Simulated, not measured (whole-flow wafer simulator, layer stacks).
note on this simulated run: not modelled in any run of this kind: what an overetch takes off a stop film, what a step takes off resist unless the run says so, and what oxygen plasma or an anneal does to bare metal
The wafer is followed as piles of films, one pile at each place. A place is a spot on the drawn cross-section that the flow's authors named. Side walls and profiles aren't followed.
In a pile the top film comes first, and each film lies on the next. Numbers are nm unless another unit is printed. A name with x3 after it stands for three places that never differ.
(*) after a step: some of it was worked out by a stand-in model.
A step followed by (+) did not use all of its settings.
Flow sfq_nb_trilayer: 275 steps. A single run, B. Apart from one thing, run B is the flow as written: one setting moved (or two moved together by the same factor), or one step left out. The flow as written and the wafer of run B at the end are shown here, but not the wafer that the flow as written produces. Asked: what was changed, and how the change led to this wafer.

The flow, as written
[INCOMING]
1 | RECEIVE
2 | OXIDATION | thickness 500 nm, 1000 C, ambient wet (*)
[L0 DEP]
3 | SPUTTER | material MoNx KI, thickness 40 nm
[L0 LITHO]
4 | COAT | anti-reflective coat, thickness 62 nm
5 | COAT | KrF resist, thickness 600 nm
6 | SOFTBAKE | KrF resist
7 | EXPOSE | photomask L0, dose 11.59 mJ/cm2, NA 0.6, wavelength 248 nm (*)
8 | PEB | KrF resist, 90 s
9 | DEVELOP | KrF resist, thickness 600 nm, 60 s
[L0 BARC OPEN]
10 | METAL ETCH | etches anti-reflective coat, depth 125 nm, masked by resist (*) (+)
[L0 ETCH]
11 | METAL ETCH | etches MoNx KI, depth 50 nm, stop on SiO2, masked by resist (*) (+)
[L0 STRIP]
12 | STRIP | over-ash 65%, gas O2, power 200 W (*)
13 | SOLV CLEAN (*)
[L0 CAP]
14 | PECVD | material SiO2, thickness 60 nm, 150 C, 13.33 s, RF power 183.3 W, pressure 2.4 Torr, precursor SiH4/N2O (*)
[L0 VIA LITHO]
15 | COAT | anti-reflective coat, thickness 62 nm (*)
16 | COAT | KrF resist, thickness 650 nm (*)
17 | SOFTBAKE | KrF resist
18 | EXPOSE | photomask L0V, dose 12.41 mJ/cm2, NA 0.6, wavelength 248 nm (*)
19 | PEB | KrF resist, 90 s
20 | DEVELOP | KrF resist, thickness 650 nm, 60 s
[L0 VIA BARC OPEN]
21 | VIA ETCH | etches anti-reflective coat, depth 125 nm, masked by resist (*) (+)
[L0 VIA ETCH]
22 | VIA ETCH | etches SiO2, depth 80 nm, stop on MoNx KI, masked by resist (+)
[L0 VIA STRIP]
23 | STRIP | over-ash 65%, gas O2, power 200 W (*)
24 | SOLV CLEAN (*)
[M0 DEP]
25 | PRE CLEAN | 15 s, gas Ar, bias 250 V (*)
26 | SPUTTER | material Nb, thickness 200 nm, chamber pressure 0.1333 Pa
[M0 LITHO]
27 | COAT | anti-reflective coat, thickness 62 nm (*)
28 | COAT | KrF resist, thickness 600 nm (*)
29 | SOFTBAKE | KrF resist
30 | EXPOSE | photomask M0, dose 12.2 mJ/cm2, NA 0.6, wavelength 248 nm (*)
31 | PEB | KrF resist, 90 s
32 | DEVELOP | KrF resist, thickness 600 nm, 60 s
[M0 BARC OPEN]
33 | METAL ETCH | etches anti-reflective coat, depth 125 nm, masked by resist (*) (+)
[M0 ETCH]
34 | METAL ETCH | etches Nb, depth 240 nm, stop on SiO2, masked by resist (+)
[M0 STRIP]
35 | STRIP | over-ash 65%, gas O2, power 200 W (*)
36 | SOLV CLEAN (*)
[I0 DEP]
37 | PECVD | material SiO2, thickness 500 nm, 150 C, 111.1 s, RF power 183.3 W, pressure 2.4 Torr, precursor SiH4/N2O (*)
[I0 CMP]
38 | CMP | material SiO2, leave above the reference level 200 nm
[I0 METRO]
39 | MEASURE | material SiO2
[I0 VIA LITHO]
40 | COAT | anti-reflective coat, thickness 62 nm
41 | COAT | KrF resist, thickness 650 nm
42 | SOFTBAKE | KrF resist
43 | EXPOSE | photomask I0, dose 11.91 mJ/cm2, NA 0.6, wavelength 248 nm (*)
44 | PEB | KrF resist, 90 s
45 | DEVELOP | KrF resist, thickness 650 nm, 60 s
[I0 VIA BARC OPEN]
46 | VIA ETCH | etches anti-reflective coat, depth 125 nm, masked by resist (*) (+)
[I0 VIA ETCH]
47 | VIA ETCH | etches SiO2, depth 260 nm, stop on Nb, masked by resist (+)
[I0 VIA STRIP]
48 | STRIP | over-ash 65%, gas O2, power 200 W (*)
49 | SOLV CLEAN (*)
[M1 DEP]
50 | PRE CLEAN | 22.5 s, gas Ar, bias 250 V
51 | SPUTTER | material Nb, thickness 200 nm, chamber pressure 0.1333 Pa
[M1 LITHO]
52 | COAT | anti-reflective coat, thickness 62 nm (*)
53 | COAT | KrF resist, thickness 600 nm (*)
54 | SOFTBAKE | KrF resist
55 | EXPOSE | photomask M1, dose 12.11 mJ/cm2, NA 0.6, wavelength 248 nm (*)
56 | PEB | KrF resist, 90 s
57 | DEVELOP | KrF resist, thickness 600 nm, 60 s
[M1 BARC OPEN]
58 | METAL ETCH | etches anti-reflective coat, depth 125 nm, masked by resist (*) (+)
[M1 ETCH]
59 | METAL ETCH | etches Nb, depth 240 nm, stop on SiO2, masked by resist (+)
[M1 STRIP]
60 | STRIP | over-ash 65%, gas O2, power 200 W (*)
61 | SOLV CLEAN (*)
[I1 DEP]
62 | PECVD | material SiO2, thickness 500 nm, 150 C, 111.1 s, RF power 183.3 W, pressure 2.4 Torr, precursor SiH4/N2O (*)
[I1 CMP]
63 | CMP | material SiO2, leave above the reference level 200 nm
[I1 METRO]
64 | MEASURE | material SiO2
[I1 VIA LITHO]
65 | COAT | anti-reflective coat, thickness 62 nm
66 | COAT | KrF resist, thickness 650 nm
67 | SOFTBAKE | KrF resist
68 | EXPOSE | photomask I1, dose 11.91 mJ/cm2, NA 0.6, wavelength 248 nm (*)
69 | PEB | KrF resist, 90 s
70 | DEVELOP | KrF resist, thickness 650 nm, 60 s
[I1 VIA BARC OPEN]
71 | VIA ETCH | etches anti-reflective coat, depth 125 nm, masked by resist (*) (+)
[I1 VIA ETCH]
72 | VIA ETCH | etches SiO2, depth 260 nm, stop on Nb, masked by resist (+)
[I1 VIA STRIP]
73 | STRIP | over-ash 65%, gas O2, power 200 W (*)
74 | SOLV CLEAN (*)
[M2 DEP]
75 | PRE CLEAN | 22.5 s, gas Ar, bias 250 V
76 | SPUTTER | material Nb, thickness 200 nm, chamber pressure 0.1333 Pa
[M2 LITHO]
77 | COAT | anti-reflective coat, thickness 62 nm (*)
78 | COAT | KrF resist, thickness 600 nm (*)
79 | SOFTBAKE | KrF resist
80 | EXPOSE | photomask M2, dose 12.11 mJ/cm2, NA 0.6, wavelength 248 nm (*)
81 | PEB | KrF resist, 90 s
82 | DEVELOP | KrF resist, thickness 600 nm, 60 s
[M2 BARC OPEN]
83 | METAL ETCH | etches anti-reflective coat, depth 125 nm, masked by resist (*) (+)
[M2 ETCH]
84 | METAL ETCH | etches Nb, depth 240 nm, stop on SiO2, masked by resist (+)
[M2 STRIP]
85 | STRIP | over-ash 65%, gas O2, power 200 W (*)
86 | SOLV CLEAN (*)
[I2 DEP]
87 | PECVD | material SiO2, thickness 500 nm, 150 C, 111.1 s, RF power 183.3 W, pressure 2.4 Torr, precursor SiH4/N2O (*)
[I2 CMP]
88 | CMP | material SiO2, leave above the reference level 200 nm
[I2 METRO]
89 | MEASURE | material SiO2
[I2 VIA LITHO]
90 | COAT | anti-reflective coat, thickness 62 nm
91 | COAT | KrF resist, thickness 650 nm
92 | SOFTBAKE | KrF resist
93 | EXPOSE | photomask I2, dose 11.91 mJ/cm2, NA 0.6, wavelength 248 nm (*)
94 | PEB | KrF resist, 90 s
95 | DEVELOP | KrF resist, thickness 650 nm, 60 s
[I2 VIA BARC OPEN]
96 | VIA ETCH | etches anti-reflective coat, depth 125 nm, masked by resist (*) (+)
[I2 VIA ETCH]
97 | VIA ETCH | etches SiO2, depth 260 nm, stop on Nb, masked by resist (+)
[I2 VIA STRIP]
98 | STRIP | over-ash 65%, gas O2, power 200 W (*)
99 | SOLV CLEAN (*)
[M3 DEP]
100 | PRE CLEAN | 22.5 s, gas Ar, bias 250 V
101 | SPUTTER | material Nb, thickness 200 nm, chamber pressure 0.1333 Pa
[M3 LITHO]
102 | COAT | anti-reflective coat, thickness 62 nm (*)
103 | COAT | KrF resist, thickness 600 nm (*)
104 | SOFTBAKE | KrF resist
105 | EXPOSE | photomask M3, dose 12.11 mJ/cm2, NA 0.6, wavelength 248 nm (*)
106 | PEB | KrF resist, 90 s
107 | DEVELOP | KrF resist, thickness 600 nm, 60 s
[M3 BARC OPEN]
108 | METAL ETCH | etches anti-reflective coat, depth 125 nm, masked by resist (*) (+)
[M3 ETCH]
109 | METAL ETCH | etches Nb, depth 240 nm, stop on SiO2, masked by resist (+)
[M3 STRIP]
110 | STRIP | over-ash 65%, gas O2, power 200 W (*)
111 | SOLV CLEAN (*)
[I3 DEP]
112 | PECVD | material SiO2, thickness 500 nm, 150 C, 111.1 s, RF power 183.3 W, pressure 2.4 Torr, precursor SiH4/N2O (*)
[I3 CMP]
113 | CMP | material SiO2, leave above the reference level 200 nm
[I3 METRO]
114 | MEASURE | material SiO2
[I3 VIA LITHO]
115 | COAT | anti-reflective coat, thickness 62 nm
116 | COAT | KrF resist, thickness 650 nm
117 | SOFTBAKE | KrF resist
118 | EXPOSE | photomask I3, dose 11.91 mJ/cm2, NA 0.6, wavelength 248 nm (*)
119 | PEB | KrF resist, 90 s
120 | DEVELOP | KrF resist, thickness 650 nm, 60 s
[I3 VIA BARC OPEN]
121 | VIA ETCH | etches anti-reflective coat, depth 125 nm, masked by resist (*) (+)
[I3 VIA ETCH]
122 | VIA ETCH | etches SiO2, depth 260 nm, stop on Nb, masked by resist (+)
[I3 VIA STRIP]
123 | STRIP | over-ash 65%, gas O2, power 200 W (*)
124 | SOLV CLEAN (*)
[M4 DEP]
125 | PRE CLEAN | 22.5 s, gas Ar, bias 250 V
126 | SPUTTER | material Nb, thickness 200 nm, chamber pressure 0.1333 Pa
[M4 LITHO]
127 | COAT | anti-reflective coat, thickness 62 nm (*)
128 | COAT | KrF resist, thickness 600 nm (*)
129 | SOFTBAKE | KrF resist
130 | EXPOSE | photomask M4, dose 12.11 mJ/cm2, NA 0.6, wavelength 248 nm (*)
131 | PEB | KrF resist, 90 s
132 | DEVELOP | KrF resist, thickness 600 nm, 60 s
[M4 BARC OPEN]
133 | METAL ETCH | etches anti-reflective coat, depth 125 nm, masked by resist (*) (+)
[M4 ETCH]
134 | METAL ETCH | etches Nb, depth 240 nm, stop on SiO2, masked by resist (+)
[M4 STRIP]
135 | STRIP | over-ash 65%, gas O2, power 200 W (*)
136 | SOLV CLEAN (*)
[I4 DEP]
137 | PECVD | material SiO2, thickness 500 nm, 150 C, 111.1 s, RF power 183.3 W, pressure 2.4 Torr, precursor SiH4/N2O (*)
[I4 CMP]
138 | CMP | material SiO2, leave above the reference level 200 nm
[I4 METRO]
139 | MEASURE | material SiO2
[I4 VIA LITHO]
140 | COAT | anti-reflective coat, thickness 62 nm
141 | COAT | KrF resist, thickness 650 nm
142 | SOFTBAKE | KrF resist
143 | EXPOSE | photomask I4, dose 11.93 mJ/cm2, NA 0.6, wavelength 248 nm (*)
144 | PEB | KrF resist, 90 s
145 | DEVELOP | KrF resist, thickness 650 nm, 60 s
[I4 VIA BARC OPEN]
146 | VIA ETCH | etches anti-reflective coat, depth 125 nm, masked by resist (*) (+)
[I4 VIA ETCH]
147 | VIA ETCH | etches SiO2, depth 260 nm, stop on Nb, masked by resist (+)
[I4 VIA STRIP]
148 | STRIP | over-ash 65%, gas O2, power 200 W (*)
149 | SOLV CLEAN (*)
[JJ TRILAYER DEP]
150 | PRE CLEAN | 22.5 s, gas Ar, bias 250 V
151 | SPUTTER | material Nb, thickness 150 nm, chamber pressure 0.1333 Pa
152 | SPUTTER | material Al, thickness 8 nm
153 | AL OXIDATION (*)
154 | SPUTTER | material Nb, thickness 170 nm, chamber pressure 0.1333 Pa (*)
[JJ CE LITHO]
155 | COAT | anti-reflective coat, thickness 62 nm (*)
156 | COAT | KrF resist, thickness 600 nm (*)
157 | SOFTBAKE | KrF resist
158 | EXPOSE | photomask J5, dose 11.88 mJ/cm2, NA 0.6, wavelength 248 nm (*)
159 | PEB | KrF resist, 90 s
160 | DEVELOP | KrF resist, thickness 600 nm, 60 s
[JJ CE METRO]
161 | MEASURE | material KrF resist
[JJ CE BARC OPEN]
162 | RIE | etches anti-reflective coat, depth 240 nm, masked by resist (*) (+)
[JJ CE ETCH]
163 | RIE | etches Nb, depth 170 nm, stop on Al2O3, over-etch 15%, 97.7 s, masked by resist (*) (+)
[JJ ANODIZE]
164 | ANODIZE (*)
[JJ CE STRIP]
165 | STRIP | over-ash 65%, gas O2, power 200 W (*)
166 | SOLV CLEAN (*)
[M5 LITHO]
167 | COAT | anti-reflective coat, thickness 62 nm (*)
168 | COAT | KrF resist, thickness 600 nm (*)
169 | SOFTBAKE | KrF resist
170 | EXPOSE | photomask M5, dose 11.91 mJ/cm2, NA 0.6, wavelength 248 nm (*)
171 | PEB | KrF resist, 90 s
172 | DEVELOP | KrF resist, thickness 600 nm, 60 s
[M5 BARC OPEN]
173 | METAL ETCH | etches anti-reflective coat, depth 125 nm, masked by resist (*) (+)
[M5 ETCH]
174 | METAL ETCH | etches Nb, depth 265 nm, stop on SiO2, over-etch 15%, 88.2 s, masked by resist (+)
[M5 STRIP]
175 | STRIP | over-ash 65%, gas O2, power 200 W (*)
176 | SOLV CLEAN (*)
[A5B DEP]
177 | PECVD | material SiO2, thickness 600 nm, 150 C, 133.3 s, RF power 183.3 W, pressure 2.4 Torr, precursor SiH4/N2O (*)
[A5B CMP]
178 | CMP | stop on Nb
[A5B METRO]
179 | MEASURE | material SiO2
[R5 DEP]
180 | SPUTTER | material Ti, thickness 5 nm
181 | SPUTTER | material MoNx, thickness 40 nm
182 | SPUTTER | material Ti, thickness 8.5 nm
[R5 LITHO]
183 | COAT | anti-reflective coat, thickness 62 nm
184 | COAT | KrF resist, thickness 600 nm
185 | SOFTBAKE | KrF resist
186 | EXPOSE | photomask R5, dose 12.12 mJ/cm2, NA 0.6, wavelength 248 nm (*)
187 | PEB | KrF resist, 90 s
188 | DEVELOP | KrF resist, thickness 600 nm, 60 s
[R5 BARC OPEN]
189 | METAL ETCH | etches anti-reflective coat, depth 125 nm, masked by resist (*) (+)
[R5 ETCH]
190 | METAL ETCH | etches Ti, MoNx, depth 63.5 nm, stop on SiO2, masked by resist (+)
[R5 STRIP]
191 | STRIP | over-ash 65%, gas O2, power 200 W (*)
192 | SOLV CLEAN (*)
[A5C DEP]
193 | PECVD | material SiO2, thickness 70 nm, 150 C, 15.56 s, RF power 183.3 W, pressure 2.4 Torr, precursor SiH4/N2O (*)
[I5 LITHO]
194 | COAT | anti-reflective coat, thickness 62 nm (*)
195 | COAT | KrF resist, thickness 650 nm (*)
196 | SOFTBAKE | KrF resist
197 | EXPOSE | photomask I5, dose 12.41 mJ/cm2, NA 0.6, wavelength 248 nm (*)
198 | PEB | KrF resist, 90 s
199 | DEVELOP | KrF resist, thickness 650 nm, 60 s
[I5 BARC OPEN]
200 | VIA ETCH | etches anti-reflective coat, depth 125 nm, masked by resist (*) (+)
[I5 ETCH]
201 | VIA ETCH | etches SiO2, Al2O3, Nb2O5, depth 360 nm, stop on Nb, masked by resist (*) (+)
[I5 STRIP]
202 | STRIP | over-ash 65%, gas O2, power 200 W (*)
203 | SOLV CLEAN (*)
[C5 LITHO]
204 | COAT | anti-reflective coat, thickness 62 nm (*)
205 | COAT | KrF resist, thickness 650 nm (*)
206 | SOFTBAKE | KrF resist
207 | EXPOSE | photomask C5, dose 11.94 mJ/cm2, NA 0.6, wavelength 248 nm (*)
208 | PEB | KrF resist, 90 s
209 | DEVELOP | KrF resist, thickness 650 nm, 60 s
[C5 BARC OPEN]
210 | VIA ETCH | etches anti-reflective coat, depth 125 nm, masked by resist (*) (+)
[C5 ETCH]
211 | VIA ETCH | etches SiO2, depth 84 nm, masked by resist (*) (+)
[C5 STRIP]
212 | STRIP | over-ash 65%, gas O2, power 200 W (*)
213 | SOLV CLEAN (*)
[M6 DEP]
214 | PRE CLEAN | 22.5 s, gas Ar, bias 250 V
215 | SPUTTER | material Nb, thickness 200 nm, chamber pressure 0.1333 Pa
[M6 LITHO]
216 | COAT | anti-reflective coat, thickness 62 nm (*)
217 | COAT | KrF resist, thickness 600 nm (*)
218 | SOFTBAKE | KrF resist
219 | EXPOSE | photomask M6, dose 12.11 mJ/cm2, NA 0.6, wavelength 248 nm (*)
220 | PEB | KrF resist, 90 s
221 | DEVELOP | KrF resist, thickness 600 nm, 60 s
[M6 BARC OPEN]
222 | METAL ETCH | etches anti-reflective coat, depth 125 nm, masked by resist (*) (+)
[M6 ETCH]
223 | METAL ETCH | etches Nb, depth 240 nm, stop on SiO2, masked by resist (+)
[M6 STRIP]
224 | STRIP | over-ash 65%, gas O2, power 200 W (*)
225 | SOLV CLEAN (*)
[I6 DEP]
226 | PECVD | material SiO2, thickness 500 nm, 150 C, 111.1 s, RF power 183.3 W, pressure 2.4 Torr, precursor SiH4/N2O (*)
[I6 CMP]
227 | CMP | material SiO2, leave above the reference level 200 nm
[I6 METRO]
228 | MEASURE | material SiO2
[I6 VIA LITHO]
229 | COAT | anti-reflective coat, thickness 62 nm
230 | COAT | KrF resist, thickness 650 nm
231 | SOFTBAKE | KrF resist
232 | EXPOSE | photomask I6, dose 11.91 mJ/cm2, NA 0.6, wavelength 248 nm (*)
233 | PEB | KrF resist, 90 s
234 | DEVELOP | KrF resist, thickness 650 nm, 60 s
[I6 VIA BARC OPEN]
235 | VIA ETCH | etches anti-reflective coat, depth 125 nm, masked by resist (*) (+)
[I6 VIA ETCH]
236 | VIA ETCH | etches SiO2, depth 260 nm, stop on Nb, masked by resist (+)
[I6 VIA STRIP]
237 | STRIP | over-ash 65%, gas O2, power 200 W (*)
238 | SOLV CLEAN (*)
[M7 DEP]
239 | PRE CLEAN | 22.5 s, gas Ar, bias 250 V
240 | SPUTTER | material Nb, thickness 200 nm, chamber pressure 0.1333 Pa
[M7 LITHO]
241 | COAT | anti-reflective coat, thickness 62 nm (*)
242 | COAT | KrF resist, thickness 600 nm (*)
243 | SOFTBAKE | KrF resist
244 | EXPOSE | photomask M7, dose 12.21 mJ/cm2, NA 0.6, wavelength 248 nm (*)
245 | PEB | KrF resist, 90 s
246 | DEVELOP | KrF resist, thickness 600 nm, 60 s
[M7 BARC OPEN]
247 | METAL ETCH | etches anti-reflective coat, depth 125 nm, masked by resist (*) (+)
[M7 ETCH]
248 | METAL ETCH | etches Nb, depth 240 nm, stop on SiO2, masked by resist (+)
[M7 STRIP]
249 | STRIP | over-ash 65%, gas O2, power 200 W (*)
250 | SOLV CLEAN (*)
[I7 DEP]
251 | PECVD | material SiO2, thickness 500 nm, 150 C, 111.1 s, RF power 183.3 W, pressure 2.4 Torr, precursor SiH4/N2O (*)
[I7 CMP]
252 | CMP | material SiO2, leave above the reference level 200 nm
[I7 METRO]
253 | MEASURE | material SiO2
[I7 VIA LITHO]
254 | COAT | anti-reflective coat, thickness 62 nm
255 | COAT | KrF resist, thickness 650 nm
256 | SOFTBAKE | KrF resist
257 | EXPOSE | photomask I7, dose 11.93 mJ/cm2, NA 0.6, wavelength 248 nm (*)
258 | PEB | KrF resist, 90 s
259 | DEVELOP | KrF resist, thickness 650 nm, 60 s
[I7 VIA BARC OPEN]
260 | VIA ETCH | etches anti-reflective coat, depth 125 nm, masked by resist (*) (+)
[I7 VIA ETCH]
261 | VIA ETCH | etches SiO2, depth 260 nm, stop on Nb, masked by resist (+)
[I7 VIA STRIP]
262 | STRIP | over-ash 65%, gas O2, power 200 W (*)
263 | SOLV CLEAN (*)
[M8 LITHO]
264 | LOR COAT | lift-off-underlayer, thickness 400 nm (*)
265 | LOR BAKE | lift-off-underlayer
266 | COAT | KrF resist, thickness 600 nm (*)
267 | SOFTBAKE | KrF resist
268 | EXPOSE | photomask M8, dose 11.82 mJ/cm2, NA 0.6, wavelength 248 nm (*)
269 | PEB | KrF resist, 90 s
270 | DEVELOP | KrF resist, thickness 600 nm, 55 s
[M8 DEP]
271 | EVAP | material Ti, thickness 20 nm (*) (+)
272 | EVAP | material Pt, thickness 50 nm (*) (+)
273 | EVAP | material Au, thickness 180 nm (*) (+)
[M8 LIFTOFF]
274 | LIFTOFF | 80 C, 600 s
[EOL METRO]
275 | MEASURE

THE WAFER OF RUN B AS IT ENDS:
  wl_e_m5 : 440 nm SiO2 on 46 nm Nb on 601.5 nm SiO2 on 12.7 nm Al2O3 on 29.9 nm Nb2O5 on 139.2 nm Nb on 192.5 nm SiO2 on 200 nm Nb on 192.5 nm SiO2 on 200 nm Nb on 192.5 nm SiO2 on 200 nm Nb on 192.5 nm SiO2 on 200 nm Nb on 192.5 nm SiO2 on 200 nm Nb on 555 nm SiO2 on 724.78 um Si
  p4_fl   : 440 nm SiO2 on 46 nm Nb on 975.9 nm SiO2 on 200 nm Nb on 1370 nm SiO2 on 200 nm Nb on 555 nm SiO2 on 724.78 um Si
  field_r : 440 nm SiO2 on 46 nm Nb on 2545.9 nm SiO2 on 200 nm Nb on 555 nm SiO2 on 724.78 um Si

What caused this: step 240, SPUTTER: thickness 286 nm was run, though the flow has thickness 200 nm.

Step by step, how the change led to this:
  240 | SPUTTER | material Nb, thickness 200 nm, chamber pressure 0.1333 Pa
      field_l, v_sur, via_wl and 102 more: +286 Nb (new film) (as written it would have been: +200 Nb (new film))
      via_v: +230.9 Nb (as written it would have been: +161.1 Nb)
  241 | COAT | anti-reflective coat, thickness 62 nm (*)
      via_v: +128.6 anti-reflective coat (new film) (as written it would have been: +126 anti-reflective coat (new film))
  248 | METAL ETCH | etches Nb, depth 240 nm, stop on SiO2, masked by resist (+)
      field_l, field_r, lsp_l and 62 more: -240 Nb (as written it would have been: -200 Nb (all of it))
  249 | STRIP | over-ash 65%, gas O2, power 200 W (*)
      via_v: -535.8 KrF resist (all of it), -128.6 anti-reflective coat (all of it) (as written it would have been: -524.5 KrF resist (all of it), -126 anti-reflective coat (all of it))
  251 | PECVD | material SiO2, thickness 500 nm, 150 C, 111.1 s, RF power 183.3 W, pressure 2.4 Torr, precursor SiH4/N2O (*)
      field_l, p4_fl, p4_fm and 56 more: +500 SiO2 (new film) (as written it would have been: +500 SiO2)
      field_r, lsp_l: +473.2 SiO2 (new film) (as written it would have been: +477.7 SiO2)
      (and at 4 other places as well)
  252 | CMP | material SiO2, leave above the reference level 200 nm
      field_l, p4_fl, p4_fm and 56 more: -60 SiO2 (as written it would have been: -100 SiO2)
      field_r, lsp_l: -33.2 SiO2 (as written it would have been: -77.7 SiO2)
      (and at 3 other places as well)
Taking metal films that touch as one body, wl_e_m5 has 7 bodies (between them, from the top down: SiO2 601.5 / Al2O3 12.7 / Nb2O5 29.9; SiO2 192.5; SiO2 192.5; SiO2 192.5; SiO2 192.5; SiO2 192.5); the flow as written gives 6 bodies (between them, from the top down: SiO2 192.5; SiO2 192.5; SiO2 192.5; SiO2 192.5; SiO2 192.5).
Taking metal films that touch as one body, p4_fl has 3 bodies (between them, from the top down: SiO2 975.9; SiO2 1370); the flow as written gives 2 bodies (between them, from the top down: SiO2 1370).
Taking metal films that touch as one body, field_r has 2 bodies (between them, from the top down: SiO2 2545.9); the flow as written gives 1 body.
